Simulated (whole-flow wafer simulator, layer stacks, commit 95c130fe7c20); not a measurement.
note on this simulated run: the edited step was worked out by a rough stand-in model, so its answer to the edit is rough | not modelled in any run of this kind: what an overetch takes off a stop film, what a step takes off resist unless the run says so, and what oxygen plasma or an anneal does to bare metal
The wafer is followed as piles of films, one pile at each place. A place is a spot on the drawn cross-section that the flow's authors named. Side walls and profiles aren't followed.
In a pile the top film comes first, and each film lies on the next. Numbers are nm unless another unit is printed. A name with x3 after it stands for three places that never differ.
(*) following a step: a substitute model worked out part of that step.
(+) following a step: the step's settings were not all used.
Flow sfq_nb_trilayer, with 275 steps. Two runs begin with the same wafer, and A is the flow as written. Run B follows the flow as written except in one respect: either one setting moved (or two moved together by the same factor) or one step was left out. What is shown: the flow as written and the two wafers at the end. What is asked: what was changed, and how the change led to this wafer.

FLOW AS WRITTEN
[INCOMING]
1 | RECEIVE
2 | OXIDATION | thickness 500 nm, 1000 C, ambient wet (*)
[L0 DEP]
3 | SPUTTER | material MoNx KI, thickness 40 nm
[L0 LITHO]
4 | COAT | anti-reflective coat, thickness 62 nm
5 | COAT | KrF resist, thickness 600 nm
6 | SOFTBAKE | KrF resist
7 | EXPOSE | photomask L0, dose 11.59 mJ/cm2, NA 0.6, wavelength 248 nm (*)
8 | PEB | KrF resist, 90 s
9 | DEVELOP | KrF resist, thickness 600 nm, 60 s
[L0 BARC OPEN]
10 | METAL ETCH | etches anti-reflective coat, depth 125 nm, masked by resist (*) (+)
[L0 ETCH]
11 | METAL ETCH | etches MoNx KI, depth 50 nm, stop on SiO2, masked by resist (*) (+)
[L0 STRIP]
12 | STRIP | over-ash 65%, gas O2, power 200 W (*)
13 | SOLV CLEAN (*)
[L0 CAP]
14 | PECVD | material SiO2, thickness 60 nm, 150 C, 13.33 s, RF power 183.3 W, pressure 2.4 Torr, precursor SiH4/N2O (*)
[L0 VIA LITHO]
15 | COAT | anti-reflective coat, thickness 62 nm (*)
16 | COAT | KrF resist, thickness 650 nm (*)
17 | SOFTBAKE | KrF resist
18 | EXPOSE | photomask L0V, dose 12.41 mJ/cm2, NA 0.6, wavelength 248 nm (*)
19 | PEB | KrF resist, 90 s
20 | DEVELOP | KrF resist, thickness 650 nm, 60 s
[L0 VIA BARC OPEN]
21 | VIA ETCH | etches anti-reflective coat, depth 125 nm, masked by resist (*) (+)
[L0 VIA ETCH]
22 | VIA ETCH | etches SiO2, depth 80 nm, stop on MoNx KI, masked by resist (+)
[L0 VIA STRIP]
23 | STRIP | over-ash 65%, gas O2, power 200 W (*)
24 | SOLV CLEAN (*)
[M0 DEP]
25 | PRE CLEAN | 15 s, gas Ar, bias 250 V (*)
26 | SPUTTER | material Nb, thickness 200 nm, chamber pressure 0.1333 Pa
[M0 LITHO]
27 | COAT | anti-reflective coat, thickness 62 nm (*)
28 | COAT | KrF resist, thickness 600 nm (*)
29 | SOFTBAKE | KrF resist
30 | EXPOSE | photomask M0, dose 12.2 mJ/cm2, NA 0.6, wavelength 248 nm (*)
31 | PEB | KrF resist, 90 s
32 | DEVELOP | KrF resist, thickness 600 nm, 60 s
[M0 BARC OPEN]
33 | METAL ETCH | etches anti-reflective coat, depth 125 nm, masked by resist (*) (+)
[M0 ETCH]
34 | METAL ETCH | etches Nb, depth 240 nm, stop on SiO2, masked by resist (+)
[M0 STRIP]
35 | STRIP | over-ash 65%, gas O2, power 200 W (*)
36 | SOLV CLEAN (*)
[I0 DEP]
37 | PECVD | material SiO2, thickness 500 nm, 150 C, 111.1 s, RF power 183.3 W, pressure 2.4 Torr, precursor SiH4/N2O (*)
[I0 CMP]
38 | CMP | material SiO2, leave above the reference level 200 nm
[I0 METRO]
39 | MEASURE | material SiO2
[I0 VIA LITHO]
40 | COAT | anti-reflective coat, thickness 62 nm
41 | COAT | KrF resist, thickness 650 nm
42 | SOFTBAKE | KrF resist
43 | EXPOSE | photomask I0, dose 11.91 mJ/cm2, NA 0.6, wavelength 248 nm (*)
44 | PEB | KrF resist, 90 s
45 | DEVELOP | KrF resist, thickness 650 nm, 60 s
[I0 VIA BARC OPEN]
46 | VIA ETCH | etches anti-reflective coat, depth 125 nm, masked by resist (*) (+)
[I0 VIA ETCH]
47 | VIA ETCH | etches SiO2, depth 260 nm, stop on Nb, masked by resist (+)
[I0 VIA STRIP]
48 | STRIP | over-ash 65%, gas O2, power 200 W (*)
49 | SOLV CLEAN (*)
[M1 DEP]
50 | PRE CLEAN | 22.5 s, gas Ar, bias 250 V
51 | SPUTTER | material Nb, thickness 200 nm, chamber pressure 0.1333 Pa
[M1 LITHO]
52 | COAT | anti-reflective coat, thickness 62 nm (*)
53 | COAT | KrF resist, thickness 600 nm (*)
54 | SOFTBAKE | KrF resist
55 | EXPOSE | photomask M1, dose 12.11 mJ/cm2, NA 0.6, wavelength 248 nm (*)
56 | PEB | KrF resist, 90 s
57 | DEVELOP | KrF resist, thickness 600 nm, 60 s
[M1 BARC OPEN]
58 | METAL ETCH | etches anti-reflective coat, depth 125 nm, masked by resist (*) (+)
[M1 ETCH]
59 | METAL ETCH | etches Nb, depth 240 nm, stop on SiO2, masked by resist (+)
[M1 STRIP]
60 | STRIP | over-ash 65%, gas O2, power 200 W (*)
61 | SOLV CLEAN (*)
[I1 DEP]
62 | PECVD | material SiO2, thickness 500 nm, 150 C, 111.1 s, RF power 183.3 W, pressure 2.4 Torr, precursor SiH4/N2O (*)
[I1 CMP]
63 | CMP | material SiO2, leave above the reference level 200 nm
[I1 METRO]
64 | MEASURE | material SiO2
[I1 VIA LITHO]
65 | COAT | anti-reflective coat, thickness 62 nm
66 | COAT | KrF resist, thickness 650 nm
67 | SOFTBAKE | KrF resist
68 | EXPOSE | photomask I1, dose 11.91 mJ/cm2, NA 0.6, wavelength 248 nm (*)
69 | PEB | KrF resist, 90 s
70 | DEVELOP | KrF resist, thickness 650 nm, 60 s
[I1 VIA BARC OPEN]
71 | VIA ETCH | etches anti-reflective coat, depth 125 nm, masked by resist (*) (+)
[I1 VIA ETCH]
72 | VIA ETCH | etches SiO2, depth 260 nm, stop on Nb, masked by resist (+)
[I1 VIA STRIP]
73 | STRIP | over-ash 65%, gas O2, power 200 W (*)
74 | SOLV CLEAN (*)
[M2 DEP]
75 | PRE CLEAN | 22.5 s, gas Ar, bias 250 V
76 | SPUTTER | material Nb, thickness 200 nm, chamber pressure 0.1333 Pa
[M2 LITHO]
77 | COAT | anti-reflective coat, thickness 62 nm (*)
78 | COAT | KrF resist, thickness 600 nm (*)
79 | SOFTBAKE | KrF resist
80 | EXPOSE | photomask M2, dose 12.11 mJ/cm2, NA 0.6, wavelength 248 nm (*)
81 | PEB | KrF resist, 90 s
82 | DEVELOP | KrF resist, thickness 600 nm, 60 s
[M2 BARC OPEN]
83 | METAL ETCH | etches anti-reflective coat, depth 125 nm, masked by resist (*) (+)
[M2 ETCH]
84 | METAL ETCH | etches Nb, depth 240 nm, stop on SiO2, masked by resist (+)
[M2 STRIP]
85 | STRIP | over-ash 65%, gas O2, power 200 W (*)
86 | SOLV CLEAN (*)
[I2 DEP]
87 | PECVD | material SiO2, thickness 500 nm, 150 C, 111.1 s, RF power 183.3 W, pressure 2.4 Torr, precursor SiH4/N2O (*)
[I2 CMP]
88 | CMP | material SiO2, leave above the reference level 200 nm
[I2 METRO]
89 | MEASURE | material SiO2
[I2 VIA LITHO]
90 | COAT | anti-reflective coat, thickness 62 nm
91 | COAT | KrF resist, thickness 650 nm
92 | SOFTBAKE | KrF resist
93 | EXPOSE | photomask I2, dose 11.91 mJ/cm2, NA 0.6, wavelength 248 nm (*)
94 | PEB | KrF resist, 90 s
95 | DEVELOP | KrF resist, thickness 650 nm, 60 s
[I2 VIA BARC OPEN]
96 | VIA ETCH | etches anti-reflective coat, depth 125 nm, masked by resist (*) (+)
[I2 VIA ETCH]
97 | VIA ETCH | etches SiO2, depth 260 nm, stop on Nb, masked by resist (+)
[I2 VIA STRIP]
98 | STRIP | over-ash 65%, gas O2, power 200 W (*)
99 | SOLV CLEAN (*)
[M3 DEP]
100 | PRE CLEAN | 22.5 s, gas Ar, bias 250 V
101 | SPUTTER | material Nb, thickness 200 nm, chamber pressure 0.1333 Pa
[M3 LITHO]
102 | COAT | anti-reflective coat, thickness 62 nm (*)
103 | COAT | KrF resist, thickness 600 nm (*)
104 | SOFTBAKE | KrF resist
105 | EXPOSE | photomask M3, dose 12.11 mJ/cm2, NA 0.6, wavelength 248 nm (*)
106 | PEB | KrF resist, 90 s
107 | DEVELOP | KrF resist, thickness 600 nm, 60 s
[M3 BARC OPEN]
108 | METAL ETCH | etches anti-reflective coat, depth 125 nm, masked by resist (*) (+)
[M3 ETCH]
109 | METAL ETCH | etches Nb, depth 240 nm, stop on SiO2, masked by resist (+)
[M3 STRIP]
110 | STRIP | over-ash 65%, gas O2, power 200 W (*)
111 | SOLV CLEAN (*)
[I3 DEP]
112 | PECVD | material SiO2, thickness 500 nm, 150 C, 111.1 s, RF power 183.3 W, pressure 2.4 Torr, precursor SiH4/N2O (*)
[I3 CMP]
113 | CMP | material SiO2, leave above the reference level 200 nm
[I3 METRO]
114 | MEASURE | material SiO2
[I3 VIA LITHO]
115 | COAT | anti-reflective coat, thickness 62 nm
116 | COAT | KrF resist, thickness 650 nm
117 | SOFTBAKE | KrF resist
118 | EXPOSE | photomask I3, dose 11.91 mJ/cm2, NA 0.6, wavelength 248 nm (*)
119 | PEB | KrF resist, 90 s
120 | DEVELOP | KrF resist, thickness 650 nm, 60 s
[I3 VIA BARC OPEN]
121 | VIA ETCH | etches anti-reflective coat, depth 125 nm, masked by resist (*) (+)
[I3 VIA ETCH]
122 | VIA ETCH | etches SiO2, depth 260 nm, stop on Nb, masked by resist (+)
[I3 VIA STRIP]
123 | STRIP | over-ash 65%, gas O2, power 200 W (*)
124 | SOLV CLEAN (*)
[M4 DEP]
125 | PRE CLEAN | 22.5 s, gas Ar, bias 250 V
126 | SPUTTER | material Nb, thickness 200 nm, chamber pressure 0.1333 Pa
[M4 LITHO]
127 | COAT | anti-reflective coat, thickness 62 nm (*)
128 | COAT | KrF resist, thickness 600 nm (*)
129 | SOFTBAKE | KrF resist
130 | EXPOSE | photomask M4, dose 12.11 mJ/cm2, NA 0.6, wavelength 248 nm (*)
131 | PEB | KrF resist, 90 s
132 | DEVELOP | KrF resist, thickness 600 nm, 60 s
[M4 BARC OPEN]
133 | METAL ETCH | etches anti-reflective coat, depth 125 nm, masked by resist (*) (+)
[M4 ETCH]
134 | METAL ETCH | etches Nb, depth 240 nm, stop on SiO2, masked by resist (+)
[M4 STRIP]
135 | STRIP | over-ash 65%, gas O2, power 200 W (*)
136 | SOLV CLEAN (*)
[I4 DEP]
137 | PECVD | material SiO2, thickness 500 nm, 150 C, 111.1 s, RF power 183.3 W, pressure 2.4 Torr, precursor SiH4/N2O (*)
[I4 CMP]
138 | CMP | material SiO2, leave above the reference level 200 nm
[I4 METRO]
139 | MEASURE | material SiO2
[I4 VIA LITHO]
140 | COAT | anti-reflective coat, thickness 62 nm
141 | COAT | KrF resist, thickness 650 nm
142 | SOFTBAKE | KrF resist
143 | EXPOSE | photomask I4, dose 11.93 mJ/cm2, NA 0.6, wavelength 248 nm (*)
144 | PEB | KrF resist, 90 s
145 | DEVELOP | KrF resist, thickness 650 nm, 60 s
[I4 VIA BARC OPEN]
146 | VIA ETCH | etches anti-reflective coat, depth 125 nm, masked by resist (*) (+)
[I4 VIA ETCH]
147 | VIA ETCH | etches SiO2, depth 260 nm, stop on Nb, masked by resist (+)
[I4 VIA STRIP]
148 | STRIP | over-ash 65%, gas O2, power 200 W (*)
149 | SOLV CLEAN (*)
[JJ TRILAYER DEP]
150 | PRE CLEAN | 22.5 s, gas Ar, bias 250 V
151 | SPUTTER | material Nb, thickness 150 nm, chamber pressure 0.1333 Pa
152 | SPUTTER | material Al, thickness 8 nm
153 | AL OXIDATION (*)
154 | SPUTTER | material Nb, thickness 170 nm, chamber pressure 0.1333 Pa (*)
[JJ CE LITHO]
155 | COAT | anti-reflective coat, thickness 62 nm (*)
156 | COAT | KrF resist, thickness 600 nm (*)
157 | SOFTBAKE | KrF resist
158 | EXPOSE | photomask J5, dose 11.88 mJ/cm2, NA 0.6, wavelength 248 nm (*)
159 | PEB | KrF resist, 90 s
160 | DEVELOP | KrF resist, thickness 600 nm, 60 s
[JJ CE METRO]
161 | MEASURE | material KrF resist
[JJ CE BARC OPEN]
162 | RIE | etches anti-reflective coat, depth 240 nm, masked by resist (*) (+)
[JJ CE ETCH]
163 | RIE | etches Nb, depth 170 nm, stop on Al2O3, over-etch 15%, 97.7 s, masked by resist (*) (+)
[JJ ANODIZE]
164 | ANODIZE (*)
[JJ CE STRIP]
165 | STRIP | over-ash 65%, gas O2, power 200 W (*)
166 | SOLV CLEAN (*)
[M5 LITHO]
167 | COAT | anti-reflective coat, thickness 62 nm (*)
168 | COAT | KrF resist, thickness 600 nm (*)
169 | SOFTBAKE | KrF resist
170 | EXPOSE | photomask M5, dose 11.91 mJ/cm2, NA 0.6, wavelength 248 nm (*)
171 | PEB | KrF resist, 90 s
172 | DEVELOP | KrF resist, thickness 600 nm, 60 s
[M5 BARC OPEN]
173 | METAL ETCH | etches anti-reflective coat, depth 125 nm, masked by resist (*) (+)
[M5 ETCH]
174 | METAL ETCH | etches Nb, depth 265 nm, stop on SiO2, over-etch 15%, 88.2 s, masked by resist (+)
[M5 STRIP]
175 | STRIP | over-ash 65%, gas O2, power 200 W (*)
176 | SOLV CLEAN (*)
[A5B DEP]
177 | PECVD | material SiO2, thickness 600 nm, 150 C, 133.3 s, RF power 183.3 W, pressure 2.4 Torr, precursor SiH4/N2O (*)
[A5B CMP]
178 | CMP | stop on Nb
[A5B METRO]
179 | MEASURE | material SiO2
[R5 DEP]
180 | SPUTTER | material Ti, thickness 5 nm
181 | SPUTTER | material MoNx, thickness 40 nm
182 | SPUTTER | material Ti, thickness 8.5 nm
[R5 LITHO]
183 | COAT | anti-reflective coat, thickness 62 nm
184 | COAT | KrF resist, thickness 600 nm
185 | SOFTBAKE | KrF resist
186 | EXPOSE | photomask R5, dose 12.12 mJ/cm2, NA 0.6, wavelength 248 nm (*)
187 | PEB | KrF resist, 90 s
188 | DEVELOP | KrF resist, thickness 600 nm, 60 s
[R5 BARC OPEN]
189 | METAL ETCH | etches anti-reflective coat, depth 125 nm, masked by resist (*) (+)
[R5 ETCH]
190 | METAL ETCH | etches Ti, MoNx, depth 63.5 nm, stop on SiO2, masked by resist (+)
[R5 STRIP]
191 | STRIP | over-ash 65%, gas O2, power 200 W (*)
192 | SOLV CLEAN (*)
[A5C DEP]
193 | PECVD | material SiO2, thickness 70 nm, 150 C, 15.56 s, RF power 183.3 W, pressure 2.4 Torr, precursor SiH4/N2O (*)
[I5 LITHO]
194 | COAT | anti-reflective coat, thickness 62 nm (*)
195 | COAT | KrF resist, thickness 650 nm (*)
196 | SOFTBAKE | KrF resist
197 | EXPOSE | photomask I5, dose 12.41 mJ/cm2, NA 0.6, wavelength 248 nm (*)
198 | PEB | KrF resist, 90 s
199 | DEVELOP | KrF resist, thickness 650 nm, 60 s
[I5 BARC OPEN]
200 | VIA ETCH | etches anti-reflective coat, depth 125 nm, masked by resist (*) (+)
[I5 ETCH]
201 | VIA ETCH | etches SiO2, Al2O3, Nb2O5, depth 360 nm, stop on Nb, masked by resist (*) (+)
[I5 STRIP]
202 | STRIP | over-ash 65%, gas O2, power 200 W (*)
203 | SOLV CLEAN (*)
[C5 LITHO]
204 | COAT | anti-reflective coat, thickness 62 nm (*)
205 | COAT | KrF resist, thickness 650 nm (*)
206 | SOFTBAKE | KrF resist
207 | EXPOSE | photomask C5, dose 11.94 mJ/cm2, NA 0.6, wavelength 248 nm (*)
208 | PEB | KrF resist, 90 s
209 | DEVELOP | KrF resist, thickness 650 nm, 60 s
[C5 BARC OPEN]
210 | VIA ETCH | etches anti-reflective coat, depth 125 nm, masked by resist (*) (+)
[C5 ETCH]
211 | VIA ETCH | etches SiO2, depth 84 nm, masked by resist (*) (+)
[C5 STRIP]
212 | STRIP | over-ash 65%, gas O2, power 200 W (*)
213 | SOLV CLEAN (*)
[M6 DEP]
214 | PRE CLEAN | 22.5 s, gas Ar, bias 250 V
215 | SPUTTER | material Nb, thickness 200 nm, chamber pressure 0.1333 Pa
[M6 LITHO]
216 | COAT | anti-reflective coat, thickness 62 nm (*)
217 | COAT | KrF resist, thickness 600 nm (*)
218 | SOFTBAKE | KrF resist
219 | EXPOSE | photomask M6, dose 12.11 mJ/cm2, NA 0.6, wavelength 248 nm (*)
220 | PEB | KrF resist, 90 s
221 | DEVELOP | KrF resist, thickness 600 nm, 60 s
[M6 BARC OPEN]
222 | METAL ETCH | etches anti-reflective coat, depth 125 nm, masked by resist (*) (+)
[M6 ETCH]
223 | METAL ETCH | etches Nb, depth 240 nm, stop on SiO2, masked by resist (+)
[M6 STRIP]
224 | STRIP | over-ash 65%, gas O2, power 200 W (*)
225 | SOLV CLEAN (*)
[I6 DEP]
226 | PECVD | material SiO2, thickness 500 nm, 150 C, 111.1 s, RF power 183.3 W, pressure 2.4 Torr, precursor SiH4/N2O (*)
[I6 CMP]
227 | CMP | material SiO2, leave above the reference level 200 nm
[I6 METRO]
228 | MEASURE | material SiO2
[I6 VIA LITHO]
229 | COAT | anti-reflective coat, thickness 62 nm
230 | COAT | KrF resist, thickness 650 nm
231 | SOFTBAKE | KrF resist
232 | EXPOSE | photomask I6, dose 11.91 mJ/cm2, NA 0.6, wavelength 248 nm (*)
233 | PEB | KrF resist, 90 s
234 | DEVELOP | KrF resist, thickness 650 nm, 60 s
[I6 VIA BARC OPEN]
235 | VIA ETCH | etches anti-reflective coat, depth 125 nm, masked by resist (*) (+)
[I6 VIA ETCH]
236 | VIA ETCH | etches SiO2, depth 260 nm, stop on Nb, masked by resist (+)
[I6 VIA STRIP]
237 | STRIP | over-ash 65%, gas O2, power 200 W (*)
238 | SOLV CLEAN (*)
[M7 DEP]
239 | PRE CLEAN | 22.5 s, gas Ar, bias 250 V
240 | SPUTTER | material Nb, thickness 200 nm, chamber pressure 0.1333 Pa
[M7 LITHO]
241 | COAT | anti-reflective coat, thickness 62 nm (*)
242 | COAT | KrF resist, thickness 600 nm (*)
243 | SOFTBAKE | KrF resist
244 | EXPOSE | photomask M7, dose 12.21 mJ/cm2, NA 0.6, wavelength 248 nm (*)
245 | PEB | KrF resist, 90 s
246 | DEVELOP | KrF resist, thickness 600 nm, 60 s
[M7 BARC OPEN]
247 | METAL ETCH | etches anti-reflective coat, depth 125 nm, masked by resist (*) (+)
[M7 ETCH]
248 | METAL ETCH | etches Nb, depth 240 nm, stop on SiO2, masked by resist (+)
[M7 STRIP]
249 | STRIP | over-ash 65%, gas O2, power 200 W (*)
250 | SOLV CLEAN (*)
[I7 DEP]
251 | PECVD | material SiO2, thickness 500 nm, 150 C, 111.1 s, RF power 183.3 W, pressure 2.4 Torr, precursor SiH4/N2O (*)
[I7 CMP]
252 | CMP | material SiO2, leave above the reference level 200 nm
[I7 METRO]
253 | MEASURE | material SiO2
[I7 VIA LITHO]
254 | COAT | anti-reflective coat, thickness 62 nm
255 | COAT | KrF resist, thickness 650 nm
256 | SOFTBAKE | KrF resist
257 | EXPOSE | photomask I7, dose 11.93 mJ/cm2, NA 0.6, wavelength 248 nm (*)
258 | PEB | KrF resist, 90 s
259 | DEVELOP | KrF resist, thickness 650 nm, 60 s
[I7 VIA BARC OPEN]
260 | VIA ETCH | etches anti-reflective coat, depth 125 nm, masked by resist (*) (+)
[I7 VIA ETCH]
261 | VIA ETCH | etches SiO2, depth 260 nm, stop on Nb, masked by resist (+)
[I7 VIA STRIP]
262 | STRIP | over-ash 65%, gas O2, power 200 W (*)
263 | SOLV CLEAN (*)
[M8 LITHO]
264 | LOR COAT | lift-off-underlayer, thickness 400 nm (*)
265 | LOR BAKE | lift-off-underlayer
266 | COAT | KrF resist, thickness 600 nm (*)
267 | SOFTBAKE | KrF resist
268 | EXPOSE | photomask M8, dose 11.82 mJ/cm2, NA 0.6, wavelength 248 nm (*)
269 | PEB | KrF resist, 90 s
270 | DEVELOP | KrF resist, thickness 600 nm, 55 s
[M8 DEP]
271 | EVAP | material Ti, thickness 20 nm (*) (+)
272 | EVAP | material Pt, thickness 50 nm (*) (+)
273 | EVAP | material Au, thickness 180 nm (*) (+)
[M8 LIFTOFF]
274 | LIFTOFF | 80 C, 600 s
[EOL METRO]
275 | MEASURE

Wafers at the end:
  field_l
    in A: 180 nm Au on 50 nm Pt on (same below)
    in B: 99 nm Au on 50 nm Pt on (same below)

The reason: step 273, EVAP: thickness 99 nm was run, while the flow as written has thickness 180 nm.
One can read it off the wafer: field_l has Au 99, and step 273 as written asks for 180 nm.

Step by step, how the change led to this:
  273 | EVAP | material Au, thickness 180 nm (*) (+)
      field_l, v_sur, via_wl and 103 more: A Au gains 180 (new film) | B Au gains 99 (new film)
  274 | LIFTOFF | 80 C, 600 s
      p4_fl, p4_fm, p4_w1 and 71 more: A Au loses 180 (all of it), Pt loses 50 (all of it), Ti loses 20 (all of it), KrF resist loses 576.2 (all of it), lift-off-underlayer loses 400 (all of it) | B Au loses 99 (all of it), Pt loses 50 (all of it), Ti loses 20 (all of it), KrF resist loses 576.2 (all of it), lift-off-underlayer loses 400 (all of it)
      c5j, ce_r: A Au loses 180 (all of it), Pt loses 50 (all of it), Ti loses 20 (all of it), KrF resist loses 573.3 (all of it), lift-off-underlayer loses 399.3 (all of it) | B Au loses 99 (all of it), Pt loses 50 (all of it), Ti loses 20 (all of it), KrF resist loses 573.3 (all of it), lift-off-underlayer loses 399.3 (all of it)
      (also at 19 further places)
